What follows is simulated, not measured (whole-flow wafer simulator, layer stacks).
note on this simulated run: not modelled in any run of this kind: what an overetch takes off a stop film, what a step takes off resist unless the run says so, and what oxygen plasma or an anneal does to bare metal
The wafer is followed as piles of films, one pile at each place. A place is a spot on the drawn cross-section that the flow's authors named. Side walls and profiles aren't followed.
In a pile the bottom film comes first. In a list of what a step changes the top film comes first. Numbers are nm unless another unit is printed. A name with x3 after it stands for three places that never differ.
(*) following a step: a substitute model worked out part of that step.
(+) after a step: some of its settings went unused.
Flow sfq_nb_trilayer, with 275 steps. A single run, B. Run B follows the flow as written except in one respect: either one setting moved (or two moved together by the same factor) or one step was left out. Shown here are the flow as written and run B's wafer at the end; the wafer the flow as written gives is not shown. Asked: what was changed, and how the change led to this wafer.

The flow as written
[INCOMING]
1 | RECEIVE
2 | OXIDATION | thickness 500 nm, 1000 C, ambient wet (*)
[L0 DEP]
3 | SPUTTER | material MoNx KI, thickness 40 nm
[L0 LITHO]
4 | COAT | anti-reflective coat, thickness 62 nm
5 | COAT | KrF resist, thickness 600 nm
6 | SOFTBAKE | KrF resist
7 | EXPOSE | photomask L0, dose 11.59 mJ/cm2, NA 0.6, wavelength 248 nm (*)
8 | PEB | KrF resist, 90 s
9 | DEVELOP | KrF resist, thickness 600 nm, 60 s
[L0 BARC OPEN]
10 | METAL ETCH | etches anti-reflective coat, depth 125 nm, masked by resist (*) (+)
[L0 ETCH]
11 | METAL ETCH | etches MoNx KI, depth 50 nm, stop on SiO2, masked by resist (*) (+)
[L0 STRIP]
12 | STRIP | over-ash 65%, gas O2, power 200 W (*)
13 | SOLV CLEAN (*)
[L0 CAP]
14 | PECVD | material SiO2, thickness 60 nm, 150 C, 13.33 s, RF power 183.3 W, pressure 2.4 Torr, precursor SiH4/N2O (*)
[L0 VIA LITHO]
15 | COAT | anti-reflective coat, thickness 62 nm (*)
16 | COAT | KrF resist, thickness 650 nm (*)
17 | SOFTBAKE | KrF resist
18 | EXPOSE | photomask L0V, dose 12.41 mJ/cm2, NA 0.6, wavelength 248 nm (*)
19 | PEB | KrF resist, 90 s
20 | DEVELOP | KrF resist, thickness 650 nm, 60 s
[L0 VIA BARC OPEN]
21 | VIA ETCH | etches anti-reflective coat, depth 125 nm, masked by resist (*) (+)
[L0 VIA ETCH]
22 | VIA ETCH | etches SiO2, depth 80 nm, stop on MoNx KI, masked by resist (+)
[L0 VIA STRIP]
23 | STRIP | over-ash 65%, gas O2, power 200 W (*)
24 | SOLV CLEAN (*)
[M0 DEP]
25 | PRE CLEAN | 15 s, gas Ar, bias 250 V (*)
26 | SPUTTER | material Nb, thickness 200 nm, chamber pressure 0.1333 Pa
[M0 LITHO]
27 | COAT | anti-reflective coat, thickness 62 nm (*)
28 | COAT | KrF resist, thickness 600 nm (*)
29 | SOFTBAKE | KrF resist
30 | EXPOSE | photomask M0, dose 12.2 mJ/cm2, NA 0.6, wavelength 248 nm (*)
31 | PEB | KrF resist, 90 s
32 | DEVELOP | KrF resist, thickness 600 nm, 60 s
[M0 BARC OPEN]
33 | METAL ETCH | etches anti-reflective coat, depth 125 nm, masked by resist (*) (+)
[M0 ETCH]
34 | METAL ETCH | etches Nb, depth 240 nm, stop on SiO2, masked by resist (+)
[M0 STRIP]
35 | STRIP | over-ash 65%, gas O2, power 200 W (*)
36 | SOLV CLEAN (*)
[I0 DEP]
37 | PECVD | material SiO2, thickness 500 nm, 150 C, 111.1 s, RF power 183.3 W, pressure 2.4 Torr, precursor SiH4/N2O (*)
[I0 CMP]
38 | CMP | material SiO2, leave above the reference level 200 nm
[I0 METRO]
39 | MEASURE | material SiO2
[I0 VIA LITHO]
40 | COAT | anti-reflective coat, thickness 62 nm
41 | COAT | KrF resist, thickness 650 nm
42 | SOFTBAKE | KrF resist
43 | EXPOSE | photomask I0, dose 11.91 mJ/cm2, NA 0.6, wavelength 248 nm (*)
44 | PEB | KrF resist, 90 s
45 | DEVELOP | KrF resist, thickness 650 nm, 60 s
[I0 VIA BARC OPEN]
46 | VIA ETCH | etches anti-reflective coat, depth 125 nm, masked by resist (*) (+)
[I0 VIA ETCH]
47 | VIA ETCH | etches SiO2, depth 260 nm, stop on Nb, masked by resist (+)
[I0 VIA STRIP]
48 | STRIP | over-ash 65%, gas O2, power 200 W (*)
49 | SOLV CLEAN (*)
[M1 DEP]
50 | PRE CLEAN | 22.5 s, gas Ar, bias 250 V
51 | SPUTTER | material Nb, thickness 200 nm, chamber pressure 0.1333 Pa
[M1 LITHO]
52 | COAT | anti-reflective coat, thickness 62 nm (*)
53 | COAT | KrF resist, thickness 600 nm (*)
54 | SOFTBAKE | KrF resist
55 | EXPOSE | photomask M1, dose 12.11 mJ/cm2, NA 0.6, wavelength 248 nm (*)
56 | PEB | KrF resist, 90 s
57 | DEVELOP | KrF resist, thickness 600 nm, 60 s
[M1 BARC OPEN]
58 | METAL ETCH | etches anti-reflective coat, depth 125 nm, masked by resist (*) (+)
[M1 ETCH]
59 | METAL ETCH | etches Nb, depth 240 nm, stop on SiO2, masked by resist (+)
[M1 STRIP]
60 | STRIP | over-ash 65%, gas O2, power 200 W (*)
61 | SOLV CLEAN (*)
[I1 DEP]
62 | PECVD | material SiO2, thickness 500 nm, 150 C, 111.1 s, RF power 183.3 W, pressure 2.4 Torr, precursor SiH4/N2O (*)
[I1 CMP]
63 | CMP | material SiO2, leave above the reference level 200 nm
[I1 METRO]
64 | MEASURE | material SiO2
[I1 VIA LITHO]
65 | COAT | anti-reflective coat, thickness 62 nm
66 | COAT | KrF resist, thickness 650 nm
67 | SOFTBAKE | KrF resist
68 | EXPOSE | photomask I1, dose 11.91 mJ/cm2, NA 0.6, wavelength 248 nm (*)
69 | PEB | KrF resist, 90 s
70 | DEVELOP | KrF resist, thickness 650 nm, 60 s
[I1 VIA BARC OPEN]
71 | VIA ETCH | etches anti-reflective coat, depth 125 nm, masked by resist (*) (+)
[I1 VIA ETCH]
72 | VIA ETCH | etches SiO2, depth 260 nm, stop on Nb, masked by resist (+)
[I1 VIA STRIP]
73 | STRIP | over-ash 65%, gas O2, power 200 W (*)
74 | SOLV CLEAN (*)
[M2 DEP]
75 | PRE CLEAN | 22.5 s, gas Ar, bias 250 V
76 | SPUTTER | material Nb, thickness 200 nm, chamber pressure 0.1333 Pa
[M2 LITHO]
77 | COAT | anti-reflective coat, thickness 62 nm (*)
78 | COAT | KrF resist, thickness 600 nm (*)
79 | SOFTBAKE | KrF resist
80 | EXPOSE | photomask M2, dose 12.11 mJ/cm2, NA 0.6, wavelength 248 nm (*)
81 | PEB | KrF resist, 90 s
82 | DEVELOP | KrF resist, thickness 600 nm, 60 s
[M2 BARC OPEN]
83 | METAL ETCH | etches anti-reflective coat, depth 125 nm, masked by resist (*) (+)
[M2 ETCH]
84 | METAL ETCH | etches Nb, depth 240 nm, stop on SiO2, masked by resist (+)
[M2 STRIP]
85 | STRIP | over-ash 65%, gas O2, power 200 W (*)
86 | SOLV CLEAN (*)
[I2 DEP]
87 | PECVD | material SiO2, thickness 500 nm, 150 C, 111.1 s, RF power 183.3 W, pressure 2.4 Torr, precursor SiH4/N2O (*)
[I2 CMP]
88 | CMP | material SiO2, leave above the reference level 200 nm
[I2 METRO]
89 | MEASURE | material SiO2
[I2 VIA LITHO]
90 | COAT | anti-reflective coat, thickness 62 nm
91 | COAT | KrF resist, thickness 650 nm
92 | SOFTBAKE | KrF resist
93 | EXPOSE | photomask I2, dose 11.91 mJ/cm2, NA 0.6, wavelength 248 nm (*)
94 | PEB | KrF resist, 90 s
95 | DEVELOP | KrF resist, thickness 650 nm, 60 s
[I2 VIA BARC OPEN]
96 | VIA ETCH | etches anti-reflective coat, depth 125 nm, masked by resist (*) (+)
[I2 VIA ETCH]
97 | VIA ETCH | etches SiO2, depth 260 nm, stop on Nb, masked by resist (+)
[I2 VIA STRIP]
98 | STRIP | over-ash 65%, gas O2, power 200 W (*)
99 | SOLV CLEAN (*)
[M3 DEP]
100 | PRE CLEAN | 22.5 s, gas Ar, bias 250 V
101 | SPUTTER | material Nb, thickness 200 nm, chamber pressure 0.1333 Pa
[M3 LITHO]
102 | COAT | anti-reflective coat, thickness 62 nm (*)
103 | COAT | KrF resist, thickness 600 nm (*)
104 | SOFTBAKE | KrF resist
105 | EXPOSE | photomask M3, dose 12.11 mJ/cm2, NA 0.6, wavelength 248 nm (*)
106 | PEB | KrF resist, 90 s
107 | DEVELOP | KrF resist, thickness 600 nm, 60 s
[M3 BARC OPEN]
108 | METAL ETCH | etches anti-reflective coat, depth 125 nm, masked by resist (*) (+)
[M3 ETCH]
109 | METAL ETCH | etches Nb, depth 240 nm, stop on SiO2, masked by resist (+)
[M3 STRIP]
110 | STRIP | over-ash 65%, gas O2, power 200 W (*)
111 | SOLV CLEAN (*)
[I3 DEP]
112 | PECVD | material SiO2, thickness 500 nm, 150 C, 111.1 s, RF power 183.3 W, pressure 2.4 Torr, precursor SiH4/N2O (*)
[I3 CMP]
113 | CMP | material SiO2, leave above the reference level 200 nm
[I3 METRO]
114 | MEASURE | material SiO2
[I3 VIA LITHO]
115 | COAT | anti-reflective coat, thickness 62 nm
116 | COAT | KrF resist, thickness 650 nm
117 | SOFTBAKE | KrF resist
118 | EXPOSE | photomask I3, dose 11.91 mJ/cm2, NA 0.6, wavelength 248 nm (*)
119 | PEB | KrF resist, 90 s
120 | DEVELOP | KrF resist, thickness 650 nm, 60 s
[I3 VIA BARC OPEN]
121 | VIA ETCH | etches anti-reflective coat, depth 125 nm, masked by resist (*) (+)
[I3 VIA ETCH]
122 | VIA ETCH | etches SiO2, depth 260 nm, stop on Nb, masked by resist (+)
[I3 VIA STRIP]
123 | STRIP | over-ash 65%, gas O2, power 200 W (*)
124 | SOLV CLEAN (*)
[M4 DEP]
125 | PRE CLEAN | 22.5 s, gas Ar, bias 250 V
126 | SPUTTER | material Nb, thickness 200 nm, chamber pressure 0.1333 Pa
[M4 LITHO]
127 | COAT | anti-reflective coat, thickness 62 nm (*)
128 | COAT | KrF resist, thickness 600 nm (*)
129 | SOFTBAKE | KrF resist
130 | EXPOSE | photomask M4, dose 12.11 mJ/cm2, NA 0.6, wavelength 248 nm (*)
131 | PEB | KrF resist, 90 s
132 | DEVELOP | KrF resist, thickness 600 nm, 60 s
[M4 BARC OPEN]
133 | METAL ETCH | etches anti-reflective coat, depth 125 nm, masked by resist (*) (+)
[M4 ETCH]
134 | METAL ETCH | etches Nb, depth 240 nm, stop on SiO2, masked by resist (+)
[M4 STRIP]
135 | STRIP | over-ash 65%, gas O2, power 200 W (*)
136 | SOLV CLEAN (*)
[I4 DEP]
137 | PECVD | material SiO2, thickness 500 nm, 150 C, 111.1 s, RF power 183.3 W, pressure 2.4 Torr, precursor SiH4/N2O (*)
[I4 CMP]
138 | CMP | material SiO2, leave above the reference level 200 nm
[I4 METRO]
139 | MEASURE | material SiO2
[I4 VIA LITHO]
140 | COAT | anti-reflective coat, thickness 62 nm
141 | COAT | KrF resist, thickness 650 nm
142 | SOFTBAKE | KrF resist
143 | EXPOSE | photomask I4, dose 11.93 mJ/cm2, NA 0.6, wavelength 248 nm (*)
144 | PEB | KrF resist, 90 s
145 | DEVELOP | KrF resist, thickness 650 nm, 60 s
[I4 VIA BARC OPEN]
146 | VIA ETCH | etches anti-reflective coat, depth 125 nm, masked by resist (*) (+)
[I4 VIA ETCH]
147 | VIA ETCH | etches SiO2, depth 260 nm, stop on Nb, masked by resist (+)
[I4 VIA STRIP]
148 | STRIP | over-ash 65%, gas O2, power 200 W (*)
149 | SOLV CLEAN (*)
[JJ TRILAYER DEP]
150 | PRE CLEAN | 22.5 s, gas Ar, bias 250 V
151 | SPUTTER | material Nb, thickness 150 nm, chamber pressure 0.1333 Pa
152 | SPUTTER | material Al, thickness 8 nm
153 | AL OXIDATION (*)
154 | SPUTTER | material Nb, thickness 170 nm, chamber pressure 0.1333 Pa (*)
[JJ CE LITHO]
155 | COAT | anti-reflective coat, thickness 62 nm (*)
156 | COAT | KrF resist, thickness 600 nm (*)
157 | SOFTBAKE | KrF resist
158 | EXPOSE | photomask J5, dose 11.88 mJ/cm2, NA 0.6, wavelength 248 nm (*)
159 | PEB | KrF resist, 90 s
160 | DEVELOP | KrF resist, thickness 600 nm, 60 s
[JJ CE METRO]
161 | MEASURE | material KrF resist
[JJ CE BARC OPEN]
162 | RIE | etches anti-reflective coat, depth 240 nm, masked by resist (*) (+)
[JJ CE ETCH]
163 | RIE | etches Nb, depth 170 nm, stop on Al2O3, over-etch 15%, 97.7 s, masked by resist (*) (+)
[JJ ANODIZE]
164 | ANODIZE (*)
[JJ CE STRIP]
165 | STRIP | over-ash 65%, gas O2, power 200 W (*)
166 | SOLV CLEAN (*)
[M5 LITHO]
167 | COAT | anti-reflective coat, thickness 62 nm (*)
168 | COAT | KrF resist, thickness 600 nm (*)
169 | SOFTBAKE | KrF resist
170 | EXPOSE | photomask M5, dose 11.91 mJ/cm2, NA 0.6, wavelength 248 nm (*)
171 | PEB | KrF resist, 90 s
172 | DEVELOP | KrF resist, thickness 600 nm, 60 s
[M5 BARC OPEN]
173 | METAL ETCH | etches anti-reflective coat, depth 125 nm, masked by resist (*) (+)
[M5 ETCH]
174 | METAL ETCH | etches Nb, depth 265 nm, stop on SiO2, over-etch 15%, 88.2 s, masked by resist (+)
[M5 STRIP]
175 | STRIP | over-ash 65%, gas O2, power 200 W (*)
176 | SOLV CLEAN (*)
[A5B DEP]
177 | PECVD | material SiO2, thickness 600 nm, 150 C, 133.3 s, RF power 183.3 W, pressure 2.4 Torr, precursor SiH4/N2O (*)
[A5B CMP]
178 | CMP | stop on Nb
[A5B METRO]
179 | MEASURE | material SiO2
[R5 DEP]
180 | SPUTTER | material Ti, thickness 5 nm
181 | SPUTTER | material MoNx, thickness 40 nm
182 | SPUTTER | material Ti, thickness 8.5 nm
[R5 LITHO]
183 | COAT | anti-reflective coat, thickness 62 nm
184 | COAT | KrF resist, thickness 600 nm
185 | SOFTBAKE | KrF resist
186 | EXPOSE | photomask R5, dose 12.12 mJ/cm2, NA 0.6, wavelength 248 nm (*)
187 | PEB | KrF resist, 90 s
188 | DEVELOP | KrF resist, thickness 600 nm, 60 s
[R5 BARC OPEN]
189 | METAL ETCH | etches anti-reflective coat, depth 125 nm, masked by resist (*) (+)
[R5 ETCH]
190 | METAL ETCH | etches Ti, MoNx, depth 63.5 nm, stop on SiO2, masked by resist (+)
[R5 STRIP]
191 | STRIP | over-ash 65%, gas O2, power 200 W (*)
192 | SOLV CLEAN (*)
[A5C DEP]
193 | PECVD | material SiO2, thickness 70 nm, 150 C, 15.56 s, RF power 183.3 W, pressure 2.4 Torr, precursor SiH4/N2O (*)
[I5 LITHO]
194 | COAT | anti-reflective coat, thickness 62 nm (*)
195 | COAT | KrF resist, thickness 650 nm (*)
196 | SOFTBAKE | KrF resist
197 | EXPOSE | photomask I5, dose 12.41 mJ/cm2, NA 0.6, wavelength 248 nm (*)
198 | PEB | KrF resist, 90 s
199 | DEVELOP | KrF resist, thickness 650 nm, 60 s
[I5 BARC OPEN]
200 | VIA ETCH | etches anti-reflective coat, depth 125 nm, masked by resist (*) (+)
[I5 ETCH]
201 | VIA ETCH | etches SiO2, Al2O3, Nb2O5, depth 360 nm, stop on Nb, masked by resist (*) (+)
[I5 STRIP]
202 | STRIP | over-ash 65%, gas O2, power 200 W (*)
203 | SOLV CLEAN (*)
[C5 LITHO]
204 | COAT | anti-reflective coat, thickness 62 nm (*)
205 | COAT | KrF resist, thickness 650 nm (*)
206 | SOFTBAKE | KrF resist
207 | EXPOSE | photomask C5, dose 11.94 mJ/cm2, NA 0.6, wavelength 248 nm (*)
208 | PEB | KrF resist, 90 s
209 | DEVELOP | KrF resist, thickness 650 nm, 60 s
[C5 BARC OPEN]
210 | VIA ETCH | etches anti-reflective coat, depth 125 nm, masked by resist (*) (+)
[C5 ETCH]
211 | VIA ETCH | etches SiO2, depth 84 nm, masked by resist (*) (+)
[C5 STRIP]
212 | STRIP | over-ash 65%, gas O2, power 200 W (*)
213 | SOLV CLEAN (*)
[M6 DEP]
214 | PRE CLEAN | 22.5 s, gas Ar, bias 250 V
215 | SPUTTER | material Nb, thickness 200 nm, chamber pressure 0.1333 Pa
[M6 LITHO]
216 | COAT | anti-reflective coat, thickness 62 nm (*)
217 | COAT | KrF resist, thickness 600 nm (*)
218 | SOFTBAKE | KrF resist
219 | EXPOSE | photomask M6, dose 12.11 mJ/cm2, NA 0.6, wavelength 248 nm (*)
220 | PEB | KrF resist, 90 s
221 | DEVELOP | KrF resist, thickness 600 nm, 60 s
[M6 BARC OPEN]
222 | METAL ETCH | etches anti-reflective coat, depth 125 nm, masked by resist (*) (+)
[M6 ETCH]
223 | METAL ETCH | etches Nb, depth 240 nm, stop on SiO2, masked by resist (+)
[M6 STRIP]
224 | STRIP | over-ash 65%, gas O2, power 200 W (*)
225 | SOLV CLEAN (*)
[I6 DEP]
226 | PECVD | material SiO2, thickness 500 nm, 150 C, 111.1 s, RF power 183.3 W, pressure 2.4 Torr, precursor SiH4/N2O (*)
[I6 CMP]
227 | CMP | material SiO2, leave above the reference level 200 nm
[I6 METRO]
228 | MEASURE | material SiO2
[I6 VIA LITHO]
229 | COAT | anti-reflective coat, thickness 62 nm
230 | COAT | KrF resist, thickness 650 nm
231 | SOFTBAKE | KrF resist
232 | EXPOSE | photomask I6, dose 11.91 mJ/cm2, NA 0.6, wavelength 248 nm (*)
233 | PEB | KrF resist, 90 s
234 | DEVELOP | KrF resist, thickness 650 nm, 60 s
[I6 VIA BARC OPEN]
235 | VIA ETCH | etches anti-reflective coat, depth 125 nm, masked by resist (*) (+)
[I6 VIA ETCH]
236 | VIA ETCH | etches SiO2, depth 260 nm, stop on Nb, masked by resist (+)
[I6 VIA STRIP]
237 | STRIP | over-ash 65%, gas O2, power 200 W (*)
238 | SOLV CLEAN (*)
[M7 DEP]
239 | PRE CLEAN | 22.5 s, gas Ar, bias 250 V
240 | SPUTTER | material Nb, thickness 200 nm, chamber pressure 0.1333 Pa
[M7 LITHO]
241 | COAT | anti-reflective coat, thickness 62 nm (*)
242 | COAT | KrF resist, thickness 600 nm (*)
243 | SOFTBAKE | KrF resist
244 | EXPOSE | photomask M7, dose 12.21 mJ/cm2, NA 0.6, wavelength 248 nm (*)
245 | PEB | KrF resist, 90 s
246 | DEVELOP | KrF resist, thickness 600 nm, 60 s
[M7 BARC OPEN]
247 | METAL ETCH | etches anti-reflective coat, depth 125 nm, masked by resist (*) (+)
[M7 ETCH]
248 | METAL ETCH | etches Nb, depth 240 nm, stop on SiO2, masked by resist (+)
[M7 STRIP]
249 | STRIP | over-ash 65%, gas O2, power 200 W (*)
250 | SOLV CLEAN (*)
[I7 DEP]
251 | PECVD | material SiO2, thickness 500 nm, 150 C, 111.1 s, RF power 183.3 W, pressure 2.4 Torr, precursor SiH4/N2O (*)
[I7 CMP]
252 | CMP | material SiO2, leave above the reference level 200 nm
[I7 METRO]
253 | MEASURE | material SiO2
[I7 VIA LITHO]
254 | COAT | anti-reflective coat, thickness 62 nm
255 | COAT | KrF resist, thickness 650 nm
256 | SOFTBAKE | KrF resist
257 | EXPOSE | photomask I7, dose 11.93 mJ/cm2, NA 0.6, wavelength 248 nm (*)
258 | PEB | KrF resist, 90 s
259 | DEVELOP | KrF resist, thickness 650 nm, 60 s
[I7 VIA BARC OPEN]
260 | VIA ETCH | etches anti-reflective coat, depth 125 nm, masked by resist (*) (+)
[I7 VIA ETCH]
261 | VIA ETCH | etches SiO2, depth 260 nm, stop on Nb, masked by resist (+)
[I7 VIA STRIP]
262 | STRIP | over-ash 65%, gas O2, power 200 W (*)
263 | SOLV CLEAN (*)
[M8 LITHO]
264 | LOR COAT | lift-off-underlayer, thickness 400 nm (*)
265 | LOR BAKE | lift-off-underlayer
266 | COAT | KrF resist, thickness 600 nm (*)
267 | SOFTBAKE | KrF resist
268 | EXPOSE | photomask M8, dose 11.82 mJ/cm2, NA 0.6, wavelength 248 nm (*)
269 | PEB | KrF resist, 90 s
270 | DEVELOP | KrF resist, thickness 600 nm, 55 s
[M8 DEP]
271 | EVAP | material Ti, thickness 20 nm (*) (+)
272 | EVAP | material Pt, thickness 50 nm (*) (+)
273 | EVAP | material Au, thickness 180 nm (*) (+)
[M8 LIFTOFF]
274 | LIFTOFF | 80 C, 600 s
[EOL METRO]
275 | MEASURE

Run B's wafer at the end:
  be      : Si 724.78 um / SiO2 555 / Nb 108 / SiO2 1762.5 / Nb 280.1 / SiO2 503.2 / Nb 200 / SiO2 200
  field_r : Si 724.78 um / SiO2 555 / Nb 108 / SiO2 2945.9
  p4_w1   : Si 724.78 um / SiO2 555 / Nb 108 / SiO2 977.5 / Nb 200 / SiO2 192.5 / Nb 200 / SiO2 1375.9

Cause: step 26, SPUTTER: thickness 108 nm was run, whereas the flow has thickness 200 nm.
One can read it off the wafer: be has Nb 108, and step 26 as written asks for 200 nm.

How this came from the change, step by step:
  26 | SPUTTER | material Nb, thickness 200 nm, chamber pressure 0.1333 Pa
      field_l, via_wl, via_w and 100 more: Nb gains 108 (new film) (as written it would have been: Nb gains 200 (new film))
      v_sur: Nb gains 104.2 (new film) (as written it would have been: Nb gains 200 (new film))
      (as well as at 2 more places)
  27 | COAT | anti-reflective coat, thickness 62 nm (*)
      v_sur: anti-reflective coat gains 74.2 (new film) (as written it would have been: anti-reflective coat gains 72.3 (new film))
  34 | METAL ETCH | etches Nb, depth 240 nm, stop on SiO2, masked by resist (+)
      field_l, v_sur, via_wl and 100 more: KrF resist loses 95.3 (as written it would have been: KrF resist loses 141.2)
      moat, m0r_space_l, m0r_space_r: Nb loses 108 (all of it) (as written it would have been: Nb loses 200 (all of it))
  35 | STRIP | over-ash 65%, gas O2, power 200 W (*)
      p4_fl, p4_fm, p4_w1 and 68 more: KrF resist loses 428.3 (all of it), anti-reflective coat loses 62 (all of it) (as written it would have been: KrF resist loses 382.4 (all of it), anti-reflective coat loses 62 (all of it))
      c5j, ce_r, sp_r, be_r, r_sur, res: KrF resist loses 434.8 (all of it), anti-reflective coat loses 63.6 (all of it) (as written it would have been: KrF resist loses 389 (all of it), anti-reflective coat loses 63.6 (all of it))
      (as well as at 26 more places)
  37 | PECVD | material SiO2, thickness 500 nm, 150 C, 111.1 s, RF power 183.3 W, pressure 2.4 Torr, precursor SiH4/N2O (*)
      moat, m0r_space_l, m0r_space_r: SiO2 gains 500 (as written it would have been: SiO2 gains 557.1)
  38 | CMP | material SiO2, leave above the reference level 200 nm
      moat, m0r_space_l, m0r_space_r: SiO2 loses 192 (as written it would have been: SiO2 loses 157.1)
